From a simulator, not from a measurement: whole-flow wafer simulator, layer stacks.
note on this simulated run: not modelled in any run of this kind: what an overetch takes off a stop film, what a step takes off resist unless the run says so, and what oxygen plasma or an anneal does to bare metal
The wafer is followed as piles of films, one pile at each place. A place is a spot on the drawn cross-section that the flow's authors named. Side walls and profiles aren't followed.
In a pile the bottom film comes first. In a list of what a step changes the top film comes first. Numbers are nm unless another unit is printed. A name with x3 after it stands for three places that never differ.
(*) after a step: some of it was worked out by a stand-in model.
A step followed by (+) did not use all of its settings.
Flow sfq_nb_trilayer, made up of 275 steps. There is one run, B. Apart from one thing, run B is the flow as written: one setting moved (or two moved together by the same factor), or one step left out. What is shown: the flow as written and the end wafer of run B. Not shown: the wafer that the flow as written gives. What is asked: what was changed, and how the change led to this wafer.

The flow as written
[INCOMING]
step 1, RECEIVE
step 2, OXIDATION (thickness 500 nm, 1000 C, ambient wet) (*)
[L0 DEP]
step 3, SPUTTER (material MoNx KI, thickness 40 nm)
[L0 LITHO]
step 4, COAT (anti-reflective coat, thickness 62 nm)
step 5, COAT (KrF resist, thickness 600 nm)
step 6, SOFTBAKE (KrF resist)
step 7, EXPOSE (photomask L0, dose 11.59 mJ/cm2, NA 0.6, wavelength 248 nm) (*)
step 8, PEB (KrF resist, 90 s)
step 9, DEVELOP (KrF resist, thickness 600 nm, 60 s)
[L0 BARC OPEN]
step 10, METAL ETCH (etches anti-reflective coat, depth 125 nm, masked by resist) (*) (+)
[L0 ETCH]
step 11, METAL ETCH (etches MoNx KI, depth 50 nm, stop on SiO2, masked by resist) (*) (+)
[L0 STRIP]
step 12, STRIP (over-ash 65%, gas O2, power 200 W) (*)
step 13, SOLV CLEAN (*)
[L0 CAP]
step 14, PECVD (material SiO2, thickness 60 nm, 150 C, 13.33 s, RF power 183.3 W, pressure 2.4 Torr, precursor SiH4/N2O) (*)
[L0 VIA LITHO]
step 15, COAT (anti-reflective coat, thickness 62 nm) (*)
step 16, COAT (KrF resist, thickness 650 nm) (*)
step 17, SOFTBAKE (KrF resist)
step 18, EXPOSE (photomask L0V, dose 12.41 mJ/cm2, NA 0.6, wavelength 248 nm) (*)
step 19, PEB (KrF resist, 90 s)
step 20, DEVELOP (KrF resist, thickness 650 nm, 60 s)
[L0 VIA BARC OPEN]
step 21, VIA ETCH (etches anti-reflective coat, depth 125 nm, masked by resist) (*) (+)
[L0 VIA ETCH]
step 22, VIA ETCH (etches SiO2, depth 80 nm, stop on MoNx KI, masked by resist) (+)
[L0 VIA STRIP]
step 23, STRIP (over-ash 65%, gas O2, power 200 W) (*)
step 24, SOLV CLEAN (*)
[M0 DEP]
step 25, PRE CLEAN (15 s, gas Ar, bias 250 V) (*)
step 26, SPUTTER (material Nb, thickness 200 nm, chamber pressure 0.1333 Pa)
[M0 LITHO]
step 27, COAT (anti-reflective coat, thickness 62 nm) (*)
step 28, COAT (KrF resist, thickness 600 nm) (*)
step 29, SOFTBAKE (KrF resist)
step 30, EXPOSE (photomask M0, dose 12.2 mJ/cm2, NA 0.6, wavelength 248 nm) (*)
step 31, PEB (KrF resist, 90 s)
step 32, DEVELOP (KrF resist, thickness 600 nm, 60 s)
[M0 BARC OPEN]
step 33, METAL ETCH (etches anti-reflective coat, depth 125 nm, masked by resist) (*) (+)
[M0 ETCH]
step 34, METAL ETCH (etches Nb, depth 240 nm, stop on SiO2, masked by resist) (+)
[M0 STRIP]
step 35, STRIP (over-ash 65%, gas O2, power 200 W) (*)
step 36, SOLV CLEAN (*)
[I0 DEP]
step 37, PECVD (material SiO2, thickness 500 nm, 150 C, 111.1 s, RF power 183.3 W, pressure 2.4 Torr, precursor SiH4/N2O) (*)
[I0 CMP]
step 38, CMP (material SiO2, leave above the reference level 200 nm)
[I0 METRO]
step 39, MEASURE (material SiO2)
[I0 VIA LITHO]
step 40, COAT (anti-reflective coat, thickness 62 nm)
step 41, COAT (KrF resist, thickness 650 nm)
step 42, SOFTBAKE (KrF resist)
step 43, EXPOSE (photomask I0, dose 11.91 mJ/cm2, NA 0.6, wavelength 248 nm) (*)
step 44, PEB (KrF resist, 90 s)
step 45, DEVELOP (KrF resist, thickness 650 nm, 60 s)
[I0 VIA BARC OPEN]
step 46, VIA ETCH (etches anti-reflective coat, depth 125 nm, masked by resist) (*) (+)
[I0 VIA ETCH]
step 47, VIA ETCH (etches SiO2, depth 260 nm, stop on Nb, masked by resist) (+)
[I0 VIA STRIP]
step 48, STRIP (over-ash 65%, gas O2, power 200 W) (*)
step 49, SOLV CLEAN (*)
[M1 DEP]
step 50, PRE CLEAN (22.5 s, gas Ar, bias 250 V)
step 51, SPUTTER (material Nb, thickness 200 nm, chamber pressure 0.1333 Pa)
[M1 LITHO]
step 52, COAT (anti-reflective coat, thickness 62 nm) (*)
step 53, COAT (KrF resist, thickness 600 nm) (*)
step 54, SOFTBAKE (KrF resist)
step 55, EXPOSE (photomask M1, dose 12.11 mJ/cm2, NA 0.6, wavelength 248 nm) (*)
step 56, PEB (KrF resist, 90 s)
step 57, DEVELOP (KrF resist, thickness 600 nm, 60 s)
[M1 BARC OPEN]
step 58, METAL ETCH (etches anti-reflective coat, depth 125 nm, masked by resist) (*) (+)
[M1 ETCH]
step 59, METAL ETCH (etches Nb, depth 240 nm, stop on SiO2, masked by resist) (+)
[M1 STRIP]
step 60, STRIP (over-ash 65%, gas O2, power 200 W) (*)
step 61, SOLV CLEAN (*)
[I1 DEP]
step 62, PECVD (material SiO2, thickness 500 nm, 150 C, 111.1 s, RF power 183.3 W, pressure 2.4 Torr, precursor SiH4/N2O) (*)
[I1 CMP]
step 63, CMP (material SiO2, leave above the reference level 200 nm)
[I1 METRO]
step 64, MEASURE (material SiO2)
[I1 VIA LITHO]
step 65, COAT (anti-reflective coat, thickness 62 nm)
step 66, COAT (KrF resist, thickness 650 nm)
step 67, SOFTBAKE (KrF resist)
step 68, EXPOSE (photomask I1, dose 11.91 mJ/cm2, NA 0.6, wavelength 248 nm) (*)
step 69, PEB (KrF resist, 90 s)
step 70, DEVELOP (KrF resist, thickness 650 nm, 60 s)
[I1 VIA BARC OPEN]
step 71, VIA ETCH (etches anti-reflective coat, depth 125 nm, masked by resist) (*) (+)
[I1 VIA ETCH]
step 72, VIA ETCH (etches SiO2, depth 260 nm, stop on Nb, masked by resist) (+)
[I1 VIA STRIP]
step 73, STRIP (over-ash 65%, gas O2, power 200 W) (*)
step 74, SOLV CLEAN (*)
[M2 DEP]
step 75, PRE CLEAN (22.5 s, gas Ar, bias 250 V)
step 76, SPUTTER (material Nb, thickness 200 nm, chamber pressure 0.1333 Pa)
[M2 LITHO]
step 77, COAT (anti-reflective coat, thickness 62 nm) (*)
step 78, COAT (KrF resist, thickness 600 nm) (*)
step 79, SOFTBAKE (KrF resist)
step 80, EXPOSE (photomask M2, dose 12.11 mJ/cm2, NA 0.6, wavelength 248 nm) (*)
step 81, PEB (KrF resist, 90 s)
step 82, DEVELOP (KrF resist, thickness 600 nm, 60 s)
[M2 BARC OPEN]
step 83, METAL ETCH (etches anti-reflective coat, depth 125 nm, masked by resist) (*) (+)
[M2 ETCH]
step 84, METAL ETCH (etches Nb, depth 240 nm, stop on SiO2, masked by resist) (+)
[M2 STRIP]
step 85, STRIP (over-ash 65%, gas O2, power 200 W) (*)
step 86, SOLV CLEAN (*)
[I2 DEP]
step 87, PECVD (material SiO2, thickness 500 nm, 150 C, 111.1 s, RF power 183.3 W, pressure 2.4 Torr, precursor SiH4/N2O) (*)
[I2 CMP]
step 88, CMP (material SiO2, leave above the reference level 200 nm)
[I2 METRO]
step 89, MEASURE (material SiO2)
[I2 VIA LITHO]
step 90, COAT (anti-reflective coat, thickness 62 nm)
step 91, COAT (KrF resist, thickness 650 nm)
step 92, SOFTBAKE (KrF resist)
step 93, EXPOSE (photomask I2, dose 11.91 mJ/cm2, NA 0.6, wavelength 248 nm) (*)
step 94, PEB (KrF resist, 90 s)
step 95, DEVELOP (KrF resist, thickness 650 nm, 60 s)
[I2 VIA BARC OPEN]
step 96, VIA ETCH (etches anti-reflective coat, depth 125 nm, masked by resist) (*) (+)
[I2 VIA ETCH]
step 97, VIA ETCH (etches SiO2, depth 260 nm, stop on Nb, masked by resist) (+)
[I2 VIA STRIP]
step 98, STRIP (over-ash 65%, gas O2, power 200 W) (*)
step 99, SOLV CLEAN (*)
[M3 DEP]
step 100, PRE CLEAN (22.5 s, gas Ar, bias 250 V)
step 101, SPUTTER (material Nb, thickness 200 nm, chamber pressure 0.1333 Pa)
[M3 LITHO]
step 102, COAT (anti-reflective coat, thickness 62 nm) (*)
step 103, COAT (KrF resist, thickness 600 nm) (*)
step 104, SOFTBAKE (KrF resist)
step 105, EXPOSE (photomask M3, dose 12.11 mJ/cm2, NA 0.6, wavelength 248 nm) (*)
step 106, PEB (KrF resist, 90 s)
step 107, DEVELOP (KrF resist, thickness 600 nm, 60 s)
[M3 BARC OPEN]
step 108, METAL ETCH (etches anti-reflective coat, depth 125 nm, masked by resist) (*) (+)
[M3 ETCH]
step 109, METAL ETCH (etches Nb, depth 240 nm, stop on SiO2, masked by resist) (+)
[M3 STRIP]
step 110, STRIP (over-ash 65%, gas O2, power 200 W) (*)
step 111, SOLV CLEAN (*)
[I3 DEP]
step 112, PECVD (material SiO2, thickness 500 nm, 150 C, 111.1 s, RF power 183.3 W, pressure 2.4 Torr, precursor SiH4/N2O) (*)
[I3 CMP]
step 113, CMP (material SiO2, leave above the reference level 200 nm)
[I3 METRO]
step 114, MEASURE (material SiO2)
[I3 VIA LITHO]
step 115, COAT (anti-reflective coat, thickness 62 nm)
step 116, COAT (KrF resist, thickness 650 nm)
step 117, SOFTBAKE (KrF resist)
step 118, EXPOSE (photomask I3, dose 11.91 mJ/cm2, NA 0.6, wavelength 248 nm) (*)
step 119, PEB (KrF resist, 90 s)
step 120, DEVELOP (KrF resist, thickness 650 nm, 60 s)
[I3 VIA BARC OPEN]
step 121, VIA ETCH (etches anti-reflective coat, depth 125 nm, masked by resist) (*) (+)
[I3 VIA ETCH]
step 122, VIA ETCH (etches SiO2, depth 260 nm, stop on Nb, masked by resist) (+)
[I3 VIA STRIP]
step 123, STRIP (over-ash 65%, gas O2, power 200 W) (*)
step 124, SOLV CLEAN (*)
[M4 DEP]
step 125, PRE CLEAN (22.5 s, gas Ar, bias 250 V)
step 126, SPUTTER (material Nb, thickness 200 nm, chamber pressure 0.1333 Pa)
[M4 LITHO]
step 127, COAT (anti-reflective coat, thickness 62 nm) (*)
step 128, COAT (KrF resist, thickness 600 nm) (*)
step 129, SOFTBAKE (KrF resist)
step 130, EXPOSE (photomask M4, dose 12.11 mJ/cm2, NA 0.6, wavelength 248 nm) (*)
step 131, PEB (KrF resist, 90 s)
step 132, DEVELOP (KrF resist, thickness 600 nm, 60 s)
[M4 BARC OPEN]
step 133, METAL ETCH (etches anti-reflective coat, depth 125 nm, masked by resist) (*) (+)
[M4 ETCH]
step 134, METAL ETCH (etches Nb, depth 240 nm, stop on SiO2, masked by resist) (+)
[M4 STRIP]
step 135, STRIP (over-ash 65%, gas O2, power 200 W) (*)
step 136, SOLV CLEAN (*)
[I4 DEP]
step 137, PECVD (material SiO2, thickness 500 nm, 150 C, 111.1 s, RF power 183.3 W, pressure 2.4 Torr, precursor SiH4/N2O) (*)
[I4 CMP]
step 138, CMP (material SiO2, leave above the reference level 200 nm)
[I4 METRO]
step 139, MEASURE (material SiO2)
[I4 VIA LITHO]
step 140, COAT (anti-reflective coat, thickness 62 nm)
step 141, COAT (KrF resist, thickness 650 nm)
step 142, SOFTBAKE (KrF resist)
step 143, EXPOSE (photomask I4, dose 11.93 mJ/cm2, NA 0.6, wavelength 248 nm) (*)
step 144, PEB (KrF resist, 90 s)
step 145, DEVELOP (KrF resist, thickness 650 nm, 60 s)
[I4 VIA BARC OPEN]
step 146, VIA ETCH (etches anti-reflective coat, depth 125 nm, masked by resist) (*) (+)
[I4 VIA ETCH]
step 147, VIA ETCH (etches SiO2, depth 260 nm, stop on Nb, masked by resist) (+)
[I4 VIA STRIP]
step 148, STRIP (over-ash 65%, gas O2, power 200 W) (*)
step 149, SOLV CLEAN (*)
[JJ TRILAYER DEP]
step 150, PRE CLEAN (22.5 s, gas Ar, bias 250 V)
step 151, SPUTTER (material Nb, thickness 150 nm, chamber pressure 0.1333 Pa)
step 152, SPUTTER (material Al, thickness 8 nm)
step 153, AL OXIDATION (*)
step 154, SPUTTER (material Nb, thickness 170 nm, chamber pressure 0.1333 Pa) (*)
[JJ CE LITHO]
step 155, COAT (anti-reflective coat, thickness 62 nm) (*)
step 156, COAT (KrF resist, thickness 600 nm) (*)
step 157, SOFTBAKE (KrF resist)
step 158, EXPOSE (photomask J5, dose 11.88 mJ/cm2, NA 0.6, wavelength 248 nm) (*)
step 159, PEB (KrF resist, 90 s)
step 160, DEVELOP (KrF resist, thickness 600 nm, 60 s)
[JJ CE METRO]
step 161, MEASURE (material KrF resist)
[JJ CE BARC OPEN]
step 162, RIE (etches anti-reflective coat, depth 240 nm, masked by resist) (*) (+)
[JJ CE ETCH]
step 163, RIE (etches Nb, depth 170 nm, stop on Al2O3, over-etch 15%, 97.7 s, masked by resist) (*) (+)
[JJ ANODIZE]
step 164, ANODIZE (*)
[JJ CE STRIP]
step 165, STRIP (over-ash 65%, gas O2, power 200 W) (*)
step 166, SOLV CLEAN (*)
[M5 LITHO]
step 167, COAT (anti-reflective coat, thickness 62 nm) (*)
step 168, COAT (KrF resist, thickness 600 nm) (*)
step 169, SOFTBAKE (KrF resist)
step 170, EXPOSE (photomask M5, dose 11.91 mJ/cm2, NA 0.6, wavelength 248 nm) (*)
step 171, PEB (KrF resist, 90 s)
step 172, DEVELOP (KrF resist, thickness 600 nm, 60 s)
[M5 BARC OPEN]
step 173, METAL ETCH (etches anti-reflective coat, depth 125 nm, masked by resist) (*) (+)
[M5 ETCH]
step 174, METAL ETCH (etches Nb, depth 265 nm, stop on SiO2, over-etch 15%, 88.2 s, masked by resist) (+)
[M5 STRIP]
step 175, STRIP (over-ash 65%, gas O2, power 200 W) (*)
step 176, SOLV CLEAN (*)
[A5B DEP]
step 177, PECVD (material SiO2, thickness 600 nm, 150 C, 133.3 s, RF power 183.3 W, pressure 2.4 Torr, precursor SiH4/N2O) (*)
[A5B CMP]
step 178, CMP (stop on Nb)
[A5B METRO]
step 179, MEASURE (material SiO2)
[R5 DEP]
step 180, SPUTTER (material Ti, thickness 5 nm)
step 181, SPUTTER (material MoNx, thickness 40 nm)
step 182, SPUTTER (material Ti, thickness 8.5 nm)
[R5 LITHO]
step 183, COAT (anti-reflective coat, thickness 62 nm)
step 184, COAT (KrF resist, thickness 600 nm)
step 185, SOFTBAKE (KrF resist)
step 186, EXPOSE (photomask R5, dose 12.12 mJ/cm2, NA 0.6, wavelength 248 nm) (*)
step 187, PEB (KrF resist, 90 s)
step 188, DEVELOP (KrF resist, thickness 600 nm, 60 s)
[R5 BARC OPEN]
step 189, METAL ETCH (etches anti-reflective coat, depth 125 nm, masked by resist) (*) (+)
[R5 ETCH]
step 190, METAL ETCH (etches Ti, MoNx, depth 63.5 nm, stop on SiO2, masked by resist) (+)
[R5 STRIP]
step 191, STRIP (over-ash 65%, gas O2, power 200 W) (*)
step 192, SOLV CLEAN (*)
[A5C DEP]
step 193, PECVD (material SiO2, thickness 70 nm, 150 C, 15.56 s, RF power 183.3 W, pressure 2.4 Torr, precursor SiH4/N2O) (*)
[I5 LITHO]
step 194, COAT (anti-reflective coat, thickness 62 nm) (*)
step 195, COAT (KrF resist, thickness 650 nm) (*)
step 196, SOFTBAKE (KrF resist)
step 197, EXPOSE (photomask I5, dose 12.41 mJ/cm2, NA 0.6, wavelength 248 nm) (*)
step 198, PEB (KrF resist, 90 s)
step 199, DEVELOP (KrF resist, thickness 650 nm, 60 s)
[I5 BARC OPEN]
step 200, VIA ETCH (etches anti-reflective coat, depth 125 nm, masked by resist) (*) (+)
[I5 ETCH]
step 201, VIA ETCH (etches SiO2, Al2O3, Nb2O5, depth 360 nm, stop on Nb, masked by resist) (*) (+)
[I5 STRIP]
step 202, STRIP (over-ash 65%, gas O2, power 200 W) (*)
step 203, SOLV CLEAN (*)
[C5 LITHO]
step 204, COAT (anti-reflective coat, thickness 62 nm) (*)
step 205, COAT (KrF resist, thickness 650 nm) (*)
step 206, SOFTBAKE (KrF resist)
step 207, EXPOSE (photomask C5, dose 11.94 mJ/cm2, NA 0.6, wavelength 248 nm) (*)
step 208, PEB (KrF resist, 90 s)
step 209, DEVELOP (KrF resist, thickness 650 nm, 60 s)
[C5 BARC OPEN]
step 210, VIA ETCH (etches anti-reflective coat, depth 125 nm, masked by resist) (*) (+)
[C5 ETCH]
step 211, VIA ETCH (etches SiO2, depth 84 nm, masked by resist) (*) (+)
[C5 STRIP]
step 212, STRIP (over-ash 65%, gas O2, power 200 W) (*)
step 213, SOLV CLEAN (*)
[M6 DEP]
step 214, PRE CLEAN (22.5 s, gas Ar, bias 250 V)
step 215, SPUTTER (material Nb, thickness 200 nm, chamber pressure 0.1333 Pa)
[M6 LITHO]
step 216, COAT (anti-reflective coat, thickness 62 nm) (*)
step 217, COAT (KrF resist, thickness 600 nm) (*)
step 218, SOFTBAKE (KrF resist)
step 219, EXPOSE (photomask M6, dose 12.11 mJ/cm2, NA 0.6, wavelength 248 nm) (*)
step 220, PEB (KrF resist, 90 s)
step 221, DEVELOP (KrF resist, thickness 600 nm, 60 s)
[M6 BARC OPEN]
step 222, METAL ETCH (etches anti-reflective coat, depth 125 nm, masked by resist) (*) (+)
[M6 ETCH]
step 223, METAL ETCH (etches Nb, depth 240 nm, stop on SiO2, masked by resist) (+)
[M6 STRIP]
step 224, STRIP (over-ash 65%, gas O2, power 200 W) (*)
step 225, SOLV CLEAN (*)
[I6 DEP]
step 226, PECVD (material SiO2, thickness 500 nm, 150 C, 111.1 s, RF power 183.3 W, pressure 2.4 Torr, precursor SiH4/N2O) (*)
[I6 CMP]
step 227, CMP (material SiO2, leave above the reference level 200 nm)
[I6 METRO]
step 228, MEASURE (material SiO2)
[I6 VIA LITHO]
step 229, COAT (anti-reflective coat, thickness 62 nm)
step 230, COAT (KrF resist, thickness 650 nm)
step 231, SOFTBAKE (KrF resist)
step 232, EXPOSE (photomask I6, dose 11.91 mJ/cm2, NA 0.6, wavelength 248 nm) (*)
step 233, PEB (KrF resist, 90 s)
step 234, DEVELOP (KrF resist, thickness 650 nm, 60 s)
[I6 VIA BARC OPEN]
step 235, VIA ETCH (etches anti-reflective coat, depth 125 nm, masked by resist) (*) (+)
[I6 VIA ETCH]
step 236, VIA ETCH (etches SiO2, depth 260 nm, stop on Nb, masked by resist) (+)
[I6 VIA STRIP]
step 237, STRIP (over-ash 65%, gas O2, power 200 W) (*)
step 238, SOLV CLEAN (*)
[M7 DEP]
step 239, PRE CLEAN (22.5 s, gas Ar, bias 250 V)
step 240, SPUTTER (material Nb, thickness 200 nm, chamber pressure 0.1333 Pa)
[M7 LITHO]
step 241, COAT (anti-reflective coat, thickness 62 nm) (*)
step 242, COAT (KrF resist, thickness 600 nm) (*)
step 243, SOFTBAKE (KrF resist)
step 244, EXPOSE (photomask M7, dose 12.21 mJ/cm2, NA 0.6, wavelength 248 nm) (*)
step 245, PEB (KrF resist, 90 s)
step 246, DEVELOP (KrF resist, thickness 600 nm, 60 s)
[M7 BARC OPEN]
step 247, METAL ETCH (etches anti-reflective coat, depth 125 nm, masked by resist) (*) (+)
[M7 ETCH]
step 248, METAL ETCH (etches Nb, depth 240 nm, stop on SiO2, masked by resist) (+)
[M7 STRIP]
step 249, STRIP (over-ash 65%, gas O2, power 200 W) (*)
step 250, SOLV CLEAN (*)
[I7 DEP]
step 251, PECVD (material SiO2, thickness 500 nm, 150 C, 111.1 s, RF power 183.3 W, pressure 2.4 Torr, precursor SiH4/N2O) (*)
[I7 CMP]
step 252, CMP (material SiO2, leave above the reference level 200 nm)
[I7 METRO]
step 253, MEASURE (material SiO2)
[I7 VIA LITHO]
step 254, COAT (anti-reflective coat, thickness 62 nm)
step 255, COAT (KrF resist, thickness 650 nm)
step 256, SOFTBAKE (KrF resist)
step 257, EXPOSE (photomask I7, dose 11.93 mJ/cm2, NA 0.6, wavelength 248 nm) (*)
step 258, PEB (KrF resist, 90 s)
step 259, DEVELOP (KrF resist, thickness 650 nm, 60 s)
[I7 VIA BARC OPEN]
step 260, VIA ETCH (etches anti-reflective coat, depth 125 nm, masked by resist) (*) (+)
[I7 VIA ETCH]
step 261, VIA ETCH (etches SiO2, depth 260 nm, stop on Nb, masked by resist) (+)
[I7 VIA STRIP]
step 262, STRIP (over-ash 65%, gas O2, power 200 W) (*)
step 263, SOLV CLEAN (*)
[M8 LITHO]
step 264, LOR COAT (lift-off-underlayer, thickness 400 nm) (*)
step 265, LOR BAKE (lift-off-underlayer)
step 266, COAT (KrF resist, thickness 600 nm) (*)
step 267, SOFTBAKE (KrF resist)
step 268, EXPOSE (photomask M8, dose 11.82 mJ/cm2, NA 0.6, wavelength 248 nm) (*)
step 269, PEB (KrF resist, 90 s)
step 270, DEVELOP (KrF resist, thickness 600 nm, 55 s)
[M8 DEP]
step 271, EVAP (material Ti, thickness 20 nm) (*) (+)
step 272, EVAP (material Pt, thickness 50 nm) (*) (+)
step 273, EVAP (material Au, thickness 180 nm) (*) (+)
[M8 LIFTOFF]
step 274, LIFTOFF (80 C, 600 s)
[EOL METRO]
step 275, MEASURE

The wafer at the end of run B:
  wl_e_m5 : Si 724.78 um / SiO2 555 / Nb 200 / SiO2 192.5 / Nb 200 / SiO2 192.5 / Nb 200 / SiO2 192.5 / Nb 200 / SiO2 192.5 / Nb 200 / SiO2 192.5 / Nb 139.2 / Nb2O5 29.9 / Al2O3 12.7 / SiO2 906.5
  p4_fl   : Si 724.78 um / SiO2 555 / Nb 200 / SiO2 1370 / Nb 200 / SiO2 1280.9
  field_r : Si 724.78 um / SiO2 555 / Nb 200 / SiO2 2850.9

The reason: step 215, SPUTTER: thickness 105 nm was run, though the flow has thickness 200 nm.

The path from the change to this, step by step:
  step 215, SPUTTER (material Nb, thickness 200 nm, chamber pressure 0.1333 Pa)
      field_l, v_sur, via_wl and 100 more: +105 Nb (new film) (in the flow as written it would be: +200 Nb (new film))
      be: +77.8 Nb (in the flow as written it would be: +147.3 Nb)
      (as well as at 2 more places)
  step 216, COAT (anti-reflective coat, thickness 62 nm) (*)
      be: +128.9 anti-reflective coat (new film) (in the flow as written it would be: +136.7 anti-reflective coat (new film))
      be_sur: +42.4 anti-reflective coat (new film) (in the flow as written it would be: +43.8 anti-reflective coat (new film))
      (as well as at 1 more place)
  step 223, METAL ETCH (etches Nb, depth 240 nm, stop on SiO2, masked by resist) (+)
      field_l, gap, moat and 76 more: -105 Nb (all of it) (in the flow as written it would be: -200 Nb (all of it))
      v_sur, via_wl, via_w and 24 more: -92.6 KrF resist (in the flow as written it would be: -141.2 KrF resist)
  step 224, STRIP (over-ash 65%, gas O2, power 200 W) (*)
      wl_j_sl, wl_j_sr: -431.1 KrF resist (all of it), -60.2 anti-reflective coat (all of it) (in the flow as written it would be: -382.5 KrF resist (all of it), -60.2 anti-reflective coat (all of it))
      wl_c_m6, wl_f_m6: -430.8 KrF resist (all of it), -62 anti-reflective coat (all of it) (in the flow as written it would be: -382.3 KrF resist (all of it), -62 anti-reflective coat (all of it))
      (as well as at 23 more places)
  step 226, PECVD (material SiO2, thickness 500 nm, 150 C, 111.1 s, RF power 183.3 W, pressure 2.4 Torr, precursor SiH4/N2O) (*)
      gap, wl_a_sl, m6r_space_l x2: +500 SiO2 (in the flow as written it would be: +557.1 SiO2)
      be: +657.2 SiO2 (new film) (in the flow as written it would be: +693.5 SiO2 (new film))
  step 227, CMP (material SiO2, leave above the reference level 200 nm)
      field_l, p4_fl, p4_fm and 59 more: -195 SiO2 (in the flow as written it would be: -100 SiO2)
      moat, field_r, lsp_l, ln_m5, lsp_m: -195 SiO2 (in the flow as written it would be: -93.6 SiO2)
      (as well as at 13 more places)
